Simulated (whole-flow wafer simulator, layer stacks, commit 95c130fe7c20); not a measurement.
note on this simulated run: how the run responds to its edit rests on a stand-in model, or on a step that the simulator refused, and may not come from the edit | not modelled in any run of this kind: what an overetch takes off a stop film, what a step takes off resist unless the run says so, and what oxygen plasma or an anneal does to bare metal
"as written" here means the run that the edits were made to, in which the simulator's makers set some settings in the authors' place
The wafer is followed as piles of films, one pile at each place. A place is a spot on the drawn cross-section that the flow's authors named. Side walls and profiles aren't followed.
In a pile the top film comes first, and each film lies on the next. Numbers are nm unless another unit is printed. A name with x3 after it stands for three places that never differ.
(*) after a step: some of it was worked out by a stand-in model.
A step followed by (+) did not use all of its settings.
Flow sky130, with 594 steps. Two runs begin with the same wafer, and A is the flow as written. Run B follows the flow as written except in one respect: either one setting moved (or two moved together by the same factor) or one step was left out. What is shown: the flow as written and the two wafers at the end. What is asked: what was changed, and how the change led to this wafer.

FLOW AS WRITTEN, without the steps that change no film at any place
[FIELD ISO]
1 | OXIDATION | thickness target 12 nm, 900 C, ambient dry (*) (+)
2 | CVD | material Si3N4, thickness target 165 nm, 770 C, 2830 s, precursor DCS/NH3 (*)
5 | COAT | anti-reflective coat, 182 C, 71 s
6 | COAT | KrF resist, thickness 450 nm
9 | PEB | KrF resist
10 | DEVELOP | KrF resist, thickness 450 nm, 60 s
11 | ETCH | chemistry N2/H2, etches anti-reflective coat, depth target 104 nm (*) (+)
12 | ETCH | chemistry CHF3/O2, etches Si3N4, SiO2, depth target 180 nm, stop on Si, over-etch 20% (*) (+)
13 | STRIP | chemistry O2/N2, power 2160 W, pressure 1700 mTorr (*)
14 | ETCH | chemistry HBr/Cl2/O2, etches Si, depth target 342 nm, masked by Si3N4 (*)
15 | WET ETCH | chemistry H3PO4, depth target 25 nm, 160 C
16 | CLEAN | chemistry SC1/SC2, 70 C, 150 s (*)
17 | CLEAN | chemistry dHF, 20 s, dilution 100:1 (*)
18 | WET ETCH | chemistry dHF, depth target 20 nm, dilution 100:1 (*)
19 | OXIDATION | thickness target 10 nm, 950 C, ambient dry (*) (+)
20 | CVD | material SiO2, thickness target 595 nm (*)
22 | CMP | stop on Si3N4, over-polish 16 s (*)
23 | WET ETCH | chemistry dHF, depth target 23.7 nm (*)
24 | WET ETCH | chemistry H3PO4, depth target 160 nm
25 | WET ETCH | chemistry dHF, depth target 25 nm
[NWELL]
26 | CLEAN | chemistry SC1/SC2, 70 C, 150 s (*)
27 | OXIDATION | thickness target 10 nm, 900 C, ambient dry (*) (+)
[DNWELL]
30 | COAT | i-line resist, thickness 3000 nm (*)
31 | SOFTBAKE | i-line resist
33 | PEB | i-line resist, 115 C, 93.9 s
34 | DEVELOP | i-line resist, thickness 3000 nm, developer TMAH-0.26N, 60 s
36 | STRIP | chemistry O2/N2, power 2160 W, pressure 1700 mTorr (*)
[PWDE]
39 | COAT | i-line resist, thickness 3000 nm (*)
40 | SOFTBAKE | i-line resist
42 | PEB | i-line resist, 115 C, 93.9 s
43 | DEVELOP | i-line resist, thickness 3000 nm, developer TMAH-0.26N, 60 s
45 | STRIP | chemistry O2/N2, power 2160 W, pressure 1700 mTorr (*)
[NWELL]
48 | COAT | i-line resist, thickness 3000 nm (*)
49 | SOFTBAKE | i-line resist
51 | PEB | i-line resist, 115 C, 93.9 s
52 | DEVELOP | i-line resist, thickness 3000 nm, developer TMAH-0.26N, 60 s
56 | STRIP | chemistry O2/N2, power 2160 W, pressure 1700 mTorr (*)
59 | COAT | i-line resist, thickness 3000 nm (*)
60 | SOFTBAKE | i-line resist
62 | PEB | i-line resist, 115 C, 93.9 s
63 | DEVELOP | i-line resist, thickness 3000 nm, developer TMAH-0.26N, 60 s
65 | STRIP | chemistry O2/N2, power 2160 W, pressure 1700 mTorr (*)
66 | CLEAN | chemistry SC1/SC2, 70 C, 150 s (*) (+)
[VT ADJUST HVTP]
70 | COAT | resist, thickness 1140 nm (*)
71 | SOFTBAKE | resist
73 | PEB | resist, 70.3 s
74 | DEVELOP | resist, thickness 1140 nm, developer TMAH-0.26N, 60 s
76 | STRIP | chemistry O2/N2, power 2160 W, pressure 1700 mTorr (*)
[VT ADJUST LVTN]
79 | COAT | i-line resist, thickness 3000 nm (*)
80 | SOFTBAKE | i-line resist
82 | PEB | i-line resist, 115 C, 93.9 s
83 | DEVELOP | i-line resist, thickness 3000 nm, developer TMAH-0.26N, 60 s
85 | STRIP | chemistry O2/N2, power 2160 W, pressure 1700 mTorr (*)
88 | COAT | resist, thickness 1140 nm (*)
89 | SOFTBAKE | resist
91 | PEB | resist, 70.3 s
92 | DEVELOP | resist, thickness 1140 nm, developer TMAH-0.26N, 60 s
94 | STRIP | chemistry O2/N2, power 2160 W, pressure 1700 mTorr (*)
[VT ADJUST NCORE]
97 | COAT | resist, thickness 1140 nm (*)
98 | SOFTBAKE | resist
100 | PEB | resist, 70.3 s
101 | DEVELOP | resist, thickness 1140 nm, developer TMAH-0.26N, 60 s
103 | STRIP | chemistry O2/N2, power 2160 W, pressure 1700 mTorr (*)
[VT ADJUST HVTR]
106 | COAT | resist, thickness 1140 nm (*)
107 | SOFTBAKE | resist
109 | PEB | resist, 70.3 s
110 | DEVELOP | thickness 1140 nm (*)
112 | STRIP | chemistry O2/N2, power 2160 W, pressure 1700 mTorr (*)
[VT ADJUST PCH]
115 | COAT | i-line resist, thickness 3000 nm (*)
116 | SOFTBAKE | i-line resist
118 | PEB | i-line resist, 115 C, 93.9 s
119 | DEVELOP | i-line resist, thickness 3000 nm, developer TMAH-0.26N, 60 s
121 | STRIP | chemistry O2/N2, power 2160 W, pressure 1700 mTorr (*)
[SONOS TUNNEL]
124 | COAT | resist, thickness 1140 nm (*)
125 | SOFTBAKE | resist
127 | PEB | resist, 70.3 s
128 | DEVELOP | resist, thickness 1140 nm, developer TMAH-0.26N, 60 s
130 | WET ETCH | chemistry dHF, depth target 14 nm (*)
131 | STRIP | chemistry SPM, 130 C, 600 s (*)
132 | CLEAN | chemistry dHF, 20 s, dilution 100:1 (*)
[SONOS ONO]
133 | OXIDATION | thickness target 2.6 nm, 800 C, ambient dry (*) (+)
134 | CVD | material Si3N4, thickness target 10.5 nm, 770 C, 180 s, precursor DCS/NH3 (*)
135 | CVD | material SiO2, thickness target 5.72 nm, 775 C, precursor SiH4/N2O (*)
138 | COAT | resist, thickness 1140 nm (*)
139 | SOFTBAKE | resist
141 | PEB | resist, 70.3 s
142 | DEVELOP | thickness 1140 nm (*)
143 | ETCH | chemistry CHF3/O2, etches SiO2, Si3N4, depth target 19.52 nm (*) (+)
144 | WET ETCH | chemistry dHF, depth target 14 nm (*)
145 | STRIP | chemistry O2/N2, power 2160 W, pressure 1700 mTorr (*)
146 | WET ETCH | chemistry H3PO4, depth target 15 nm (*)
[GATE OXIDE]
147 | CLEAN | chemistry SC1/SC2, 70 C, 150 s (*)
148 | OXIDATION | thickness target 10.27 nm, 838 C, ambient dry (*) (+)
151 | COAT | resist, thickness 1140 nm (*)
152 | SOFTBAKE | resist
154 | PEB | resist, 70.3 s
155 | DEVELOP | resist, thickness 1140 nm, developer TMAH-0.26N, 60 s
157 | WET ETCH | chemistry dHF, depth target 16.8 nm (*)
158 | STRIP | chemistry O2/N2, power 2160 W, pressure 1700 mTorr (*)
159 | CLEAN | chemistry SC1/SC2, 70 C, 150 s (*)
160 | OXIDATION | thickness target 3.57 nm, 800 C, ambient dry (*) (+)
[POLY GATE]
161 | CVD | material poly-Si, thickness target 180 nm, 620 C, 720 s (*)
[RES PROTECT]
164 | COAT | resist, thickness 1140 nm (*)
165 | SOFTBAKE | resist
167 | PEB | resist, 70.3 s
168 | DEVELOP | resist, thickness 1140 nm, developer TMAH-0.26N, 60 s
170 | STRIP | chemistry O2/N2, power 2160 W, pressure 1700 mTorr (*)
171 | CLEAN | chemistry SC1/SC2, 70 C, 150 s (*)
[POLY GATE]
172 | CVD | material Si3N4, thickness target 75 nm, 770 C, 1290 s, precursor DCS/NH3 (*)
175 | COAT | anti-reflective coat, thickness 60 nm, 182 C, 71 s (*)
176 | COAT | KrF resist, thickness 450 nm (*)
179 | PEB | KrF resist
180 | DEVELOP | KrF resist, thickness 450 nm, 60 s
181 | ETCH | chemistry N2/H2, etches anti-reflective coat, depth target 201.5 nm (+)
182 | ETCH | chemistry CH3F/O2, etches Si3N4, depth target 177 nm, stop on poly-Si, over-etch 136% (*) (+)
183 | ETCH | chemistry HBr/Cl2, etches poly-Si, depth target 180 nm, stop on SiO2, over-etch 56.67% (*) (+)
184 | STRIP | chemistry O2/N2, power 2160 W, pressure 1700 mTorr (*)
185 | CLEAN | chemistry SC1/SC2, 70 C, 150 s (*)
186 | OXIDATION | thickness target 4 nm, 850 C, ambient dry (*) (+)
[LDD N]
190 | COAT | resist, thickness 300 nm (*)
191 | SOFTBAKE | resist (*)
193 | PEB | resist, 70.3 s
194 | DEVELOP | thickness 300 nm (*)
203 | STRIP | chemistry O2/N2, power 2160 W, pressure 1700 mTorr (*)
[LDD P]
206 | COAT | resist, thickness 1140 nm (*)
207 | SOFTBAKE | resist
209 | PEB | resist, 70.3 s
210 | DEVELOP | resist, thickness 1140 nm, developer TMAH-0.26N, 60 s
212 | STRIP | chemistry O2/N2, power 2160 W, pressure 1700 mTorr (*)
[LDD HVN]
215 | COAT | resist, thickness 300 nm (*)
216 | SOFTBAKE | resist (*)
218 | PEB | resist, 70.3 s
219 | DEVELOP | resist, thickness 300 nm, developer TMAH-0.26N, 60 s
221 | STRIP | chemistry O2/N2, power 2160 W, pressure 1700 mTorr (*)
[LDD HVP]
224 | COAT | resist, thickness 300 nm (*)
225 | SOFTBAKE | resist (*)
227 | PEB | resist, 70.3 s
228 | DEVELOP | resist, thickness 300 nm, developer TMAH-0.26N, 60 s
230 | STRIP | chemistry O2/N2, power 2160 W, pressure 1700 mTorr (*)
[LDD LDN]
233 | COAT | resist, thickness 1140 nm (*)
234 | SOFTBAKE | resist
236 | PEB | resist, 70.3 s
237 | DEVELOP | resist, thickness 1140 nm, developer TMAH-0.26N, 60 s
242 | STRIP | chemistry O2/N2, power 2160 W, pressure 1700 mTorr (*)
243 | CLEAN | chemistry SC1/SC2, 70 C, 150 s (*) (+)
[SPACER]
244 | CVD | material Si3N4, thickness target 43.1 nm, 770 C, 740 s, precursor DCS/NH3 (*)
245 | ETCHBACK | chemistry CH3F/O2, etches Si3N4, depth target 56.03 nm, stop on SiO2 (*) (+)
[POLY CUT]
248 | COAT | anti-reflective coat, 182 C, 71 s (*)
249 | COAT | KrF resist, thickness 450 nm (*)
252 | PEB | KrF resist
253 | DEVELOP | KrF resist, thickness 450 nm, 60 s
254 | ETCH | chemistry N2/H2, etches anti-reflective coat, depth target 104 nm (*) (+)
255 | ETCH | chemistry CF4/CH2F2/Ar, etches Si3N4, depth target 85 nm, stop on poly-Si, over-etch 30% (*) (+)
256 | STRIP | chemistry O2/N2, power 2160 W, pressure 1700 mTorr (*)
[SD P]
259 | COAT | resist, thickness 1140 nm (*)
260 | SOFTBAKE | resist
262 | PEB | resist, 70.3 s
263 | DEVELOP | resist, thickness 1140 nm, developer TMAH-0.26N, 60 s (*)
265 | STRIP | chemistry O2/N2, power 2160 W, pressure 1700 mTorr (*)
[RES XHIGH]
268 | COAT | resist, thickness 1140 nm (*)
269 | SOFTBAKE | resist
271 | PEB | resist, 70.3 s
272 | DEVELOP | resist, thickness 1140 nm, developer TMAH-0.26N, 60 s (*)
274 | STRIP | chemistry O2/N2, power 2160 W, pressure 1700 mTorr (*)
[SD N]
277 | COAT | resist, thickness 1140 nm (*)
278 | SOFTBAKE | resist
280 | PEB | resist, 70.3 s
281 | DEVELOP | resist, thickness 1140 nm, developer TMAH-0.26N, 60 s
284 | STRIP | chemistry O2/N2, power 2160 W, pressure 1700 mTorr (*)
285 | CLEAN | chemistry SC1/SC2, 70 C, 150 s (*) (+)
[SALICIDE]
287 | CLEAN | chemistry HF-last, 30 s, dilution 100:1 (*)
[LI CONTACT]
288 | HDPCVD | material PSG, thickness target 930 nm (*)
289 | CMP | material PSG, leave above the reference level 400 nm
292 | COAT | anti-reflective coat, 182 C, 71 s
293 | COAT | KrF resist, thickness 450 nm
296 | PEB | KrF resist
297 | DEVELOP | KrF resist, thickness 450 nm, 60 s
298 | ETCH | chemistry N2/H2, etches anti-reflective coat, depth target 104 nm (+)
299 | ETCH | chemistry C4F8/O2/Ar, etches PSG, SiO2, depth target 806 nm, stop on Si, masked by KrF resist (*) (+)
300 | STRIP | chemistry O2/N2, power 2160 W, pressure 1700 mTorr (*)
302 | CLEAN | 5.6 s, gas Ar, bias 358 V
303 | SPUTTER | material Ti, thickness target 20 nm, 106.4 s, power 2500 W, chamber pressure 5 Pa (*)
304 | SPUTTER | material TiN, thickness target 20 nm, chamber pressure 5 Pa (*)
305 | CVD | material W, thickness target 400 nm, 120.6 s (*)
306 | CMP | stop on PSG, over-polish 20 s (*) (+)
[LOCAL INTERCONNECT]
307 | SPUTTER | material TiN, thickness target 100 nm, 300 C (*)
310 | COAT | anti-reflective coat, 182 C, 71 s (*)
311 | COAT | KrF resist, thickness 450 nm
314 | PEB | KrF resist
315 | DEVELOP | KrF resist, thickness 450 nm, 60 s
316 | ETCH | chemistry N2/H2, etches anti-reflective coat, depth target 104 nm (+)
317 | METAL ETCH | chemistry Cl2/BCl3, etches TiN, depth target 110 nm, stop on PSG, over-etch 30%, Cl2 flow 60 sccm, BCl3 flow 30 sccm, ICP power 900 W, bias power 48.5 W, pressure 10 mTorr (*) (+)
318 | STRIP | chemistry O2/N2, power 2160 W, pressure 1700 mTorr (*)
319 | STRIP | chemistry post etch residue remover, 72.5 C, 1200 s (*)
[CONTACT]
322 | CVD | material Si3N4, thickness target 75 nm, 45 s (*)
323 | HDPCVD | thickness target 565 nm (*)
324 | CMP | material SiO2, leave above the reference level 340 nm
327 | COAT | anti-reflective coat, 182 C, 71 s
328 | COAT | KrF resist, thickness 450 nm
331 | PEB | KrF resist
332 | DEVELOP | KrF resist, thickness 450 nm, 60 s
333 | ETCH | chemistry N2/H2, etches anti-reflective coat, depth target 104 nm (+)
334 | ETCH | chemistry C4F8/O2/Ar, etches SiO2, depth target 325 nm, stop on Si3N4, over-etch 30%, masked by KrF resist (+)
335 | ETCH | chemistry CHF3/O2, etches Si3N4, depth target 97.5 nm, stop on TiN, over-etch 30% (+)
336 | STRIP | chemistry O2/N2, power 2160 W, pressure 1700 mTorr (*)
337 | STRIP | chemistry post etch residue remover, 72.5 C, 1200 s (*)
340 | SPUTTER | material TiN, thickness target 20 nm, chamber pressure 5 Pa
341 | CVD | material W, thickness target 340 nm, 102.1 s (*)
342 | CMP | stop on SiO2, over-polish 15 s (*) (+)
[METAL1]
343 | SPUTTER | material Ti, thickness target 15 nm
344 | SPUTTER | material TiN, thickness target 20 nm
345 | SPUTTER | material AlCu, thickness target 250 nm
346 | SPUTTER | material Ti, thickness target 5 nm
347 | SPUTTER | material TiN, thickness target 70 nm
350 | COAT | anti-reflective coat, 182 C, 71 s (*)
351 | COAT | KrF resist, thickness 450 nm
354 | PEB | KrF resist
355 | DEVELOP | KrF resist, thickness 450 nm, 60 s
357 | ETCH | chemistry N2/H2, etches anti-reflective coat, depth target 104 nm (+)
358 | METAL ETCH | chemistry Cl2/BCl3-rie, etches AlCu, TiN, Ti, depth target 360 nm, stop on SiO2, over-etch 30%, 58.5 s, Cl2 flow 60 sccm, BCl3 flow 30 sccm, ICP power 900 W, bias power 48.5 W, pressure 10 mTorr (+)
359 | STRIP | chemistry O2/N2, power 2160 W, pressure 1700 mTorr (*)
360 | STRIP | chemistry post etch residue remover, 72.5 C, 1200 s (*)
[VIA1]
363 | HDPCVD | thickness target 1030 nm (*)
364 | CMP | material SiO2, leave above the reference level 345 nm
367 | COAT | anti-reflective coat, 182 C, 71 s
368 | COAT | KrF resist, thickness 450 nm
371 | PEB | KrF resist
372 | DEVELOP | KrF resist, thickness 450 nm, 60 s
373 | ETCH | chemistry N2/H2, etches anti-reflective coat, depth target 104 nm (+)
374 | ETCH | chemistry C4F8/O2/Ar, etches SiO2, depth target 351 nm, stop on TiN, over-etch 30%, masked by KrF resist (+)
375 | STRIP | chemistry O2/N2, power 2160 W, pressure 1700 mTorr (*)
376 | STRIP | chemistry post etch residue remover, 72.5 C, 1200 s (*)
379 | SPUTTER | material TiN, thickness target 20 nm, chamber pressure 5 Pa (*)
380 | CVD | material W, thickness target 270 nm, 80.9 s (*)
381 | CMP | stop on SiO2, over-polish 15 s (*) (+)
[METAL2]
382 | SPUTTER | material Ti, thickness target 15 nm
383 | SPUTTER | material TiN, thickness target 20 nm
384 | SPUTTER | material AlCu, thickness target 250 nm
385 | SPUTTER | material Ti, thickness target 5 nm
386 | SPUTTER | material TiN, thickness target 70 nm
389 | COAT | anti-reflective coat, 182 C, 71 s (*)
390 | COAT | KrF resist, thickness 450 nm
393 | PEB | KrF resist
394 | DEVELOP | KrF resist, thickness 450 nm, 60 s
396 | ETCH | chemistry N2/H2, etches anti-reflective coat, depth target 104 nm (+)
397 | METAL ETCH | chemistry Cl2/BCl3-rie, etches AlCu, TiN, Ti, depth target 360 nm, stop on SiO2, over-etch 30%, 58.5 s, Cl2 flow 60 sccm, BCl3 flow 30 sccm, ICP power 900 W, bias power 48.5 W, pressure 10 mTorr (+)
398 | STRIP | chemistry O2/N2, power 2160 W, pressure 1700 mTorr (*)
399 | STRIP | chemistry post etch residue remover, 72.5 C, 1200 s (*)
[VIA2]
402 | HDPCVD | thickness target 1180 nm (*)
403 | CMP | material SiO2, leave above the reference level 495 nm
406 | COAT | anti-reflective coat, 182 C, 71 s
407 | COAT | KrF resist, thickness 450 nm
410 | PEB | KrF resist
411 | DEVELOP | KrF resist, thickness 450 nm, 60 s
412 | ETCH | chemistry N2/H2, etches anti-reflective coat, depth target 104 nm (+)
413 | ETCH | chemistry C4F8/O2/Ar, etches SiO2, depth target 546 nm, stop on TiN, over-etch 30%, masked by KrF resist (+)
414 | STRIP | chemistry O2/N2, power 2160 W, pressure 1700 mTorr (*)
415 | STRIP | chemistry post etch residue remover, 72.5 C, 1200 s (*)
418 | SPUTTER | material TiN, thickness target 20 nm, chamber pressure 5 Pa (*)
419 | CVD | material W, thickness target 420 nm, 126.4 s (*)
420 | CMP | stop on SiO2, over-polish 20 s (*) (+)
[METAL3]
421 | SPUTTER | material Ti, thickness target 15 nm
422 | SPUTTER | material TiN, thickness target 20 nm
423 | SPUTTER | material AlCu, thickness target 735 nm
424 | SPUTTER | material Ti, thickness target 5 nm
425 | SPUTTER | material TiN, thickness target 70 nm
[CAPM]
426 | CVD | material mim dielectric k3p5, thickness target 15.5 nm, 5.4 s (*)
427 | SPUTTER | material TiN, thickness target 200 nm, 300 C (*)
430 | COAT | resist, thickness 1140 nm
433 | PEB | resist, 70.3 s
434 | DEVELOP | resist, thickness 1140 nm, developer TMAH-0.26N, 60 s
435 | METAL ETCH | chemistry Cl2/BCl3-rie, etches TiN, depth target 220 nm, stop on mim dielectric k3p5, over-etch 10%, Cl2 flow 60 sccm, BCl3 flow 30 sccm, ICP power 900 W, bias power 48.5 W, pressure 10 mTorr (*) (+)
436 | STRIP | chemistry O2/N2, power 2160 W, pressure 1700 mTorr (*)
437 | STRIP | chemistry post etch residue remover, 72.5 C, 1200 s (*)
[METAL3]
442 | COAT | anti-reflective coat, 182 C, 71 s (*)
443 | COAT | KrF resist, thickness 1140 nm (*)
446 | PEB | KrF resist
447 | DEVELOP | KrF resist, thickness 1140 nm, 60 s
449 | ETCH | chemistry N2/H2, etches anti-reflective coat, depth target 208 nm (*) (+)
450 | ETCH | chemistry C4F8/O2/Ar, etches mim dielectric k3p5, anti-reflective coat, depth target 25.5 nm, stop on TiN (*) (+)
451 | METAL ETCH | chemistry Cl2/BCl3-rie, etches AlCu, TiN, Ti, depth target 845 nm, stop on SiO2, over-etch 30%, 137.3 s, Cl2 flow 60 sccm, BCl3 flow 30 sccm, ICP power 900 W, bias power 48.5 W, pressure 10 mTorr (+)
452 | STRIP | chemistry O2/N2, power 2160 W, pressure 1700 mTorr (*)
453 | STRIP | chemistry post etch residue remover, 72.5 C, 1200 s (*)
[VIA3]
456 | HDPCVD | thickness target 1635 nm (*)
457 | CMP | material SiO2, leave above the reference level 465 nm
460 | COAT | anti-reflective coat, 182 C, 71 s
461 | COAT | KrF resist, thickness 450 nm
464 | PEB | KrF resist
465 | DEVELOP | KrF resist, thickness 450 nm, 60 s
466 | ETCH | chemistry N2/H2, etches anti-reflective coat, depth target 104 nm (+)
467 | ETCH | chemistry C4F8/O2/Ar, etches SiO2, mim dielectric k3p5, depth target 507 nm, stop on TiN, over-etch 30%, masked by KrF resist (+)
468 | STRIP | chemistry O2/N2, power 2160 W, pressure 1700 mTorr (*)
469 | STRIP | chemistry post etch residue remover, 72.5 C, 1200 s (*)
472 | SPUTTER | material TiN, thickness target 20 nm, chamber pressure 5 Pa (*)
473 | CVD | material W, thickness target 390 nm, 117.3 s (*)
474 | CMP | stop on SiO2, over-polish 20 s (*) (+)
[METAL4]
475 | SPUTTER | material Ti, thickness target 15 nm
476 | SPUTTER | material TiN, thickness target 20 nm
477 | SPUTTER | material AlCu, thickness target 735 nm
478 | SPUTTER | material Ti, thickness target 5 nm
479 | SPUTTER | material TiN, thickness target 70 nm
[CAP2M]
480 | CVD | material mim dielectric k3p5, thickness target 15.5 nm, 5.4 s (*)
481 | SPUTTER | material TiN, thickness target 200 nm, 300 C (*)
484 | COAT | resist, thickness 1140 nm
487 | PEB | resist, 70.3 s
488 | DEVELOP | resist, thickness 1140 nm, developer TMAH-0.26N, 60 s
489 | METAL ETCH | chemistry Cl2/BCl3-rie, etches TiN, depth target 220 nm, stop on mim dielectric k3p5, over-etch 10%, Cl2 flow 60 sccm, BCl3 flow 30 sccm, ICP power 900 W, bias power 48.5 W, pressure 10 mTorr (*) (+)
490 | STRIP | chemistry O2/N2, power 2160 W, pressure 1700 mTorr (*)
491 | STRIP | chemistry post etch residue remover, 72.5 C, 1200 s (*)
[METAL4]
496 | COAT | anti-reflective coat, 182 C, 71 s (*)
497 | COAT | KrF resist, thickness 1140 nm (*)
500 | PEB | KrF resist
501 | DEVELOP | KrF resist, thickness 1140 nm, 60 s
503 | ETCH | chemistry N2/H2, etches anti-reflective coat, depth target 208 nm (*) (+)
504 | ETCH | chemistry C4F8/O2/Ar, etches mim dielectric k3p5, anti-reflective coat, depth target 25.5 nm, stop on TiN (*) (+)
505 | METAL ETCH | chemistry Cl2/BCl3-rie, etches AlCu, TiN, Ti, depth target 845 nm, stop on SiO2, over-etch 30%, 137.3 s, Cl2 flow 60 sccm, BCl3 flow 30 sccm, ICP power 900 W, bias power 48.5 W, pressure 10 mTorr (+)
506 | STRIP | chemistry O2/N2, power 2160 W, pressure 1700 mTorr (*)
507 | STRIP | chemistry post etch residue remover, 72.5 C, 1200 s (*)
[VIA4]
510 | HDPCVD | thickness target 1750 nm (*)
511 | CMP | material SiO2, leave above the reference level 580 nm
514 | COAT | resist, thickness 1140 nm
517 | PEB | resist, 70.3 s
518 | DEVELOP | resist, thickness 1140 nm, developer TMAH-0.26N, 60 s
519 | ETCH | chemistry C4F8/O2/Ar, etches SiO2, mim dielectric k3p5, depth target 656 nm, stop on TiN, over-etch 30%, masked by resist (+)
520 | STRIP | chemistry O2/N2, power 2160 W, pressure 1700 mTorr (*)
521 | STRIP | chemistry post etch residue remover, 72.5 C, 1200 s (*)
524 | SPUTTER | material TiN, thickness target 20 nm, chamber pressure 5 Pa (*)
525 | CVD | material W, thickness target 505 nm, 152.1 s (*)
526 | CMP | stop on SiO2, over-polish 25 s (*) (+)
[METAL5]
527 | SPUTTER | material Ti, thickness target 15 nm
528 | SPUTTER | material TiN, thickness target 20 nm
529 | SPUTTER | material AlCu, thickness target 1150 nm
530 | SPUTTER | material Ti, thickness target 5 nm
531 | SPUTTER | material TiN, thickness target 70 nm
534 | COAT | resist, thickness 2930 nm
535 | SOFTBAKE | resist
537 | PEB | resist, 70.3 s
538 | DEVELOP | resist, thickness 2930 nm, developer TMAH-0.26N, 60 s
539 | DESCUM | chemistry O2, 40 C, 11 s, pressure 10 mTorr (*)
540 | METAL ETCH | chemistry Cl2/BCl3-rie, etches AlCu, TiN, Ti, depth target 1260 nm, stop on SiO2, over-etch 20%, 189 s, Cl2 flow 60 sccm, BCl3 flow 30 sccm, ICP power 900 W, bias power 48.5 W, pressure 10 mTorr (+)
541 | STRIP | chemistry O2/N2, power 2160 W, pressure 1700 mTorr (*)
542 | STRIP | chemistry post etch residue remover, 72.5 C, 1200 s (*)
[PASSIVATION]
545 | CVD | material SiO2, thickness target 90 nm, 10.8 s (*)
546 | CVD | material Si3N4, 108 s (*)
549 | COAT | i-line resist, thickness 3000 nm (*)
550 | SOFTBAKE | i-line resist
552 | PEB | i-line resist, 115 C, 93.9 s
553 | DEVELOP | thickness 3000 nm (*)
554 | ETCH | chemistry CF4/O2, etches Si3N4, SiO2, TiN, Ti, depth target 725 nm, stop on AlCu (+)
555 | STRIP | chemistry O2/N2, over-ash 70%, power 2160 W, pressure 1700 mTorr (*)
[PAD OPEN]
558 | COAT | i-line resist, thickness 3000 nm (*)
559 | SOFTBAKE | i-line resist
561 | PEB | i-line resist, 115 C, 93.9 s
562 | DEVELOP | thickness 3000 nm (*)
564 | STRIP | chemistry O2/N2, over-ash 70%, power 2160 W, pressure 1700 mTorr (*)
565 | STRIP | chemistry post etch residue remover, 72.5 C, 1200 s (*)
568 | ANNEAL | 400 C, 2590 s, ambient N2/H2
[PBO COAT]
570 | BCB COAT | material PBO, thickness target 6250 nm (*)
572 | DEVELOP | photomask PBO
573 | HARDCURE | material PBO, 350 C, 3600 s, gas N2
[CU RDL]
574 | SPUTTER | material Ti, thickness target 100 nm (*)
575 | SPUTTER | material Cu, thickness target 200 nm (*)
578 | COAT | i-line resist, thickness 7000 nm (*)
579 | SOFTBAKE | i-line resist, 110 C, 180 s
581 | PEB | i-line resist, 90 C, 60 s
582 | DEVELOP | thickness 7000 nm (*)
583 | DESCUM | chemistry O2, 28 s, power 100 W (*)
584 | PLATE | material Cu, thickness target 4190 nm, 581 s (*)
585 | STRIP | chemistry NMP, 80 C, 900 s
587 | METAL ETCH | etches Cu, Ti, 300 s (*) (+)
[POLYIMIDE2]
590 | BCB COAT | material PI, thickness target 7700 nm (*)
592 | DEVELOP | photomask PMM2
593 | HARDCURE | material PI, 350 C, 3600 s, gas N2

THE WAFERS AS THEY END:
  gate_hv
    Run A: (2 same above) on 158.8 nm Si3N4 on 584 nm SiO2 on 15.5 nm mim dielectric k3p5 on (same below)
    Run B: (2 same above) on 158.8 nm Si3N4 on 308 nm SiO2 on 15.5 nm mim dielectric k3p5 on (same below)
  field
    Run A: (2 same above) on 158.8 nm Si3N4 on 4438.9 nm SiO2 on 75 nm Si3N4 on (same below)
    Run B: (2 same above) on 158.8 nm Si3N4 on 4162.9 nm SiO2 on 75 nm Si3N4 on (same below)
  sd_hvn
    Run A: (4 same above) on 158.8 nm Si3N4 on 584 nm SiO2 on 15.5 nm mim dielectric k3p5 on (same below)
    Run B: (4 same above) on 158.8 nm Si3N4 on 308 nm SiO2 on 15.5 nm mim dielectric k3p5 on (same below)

What caused this: step 511, CMP: leave above the reference level 304 nm was run, whereas the flow has leave above the reference level 580 nm.

The path from the change to this, step by step:
  511 | CMP | material SiO2, leave above the reference level 580 nm
      n_well, p_well, gate_hv and 99 more: A SiO2 loses 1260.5 | B SiO2 loses 1536.5
      field, active, gate and 77 more: A SiO2 loses 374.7 | B SiO2 loses 650.7
      (and at 11 other places as well)
  519 | ETCH | chemistry C4F8/O2/Ar, etches SiO2, mim dielectric k3p5, depth target 656 nm, stop on TiN, over-etch 30%, masked by resist (+)
      field, active, n_well and 188 more: A resist loses 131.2 | B resist loses 59.7
      m1: A SiO2 loses 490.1 (all of it), mim dielectric k3p5 loses 15.5 (all of it) | B SiO2 loses 214.1 (all of it), mim dielectric k3p5 loses 15.5 (all of it)
      (and at 1 other place as well)
  520 | STRIP | chemistry O2/N2, power 2160 W, pressure 1700 mTorr (*)
      field, active, n_well and 188 more: A resist loses 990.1 (all of it) | B resist loses 1061.6 (all of it)
  524 | SPUTTER | material TiN, thickness target 20 nm, chamber pressure 5 Pa (*)
      m1, via4_hole: A TiN gains 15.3 | B TiN gains 17.4
  525 | CVD | material W, thickness target 505 nm, 152.1 s (*)
      m1: A W gains 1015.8 (new film) | B W gains 540.9 (new film)
      via4_hole: A W gains 1015.2 (new film) | B W gains 542 (new film)
  526 | CMP | stop on SiO2, over-polish 25 s (*) (+)
      m1: A W loses 532.7 | B W loses 335.9
      via4_hole: A W loses 532.7 | B W loses 337.7
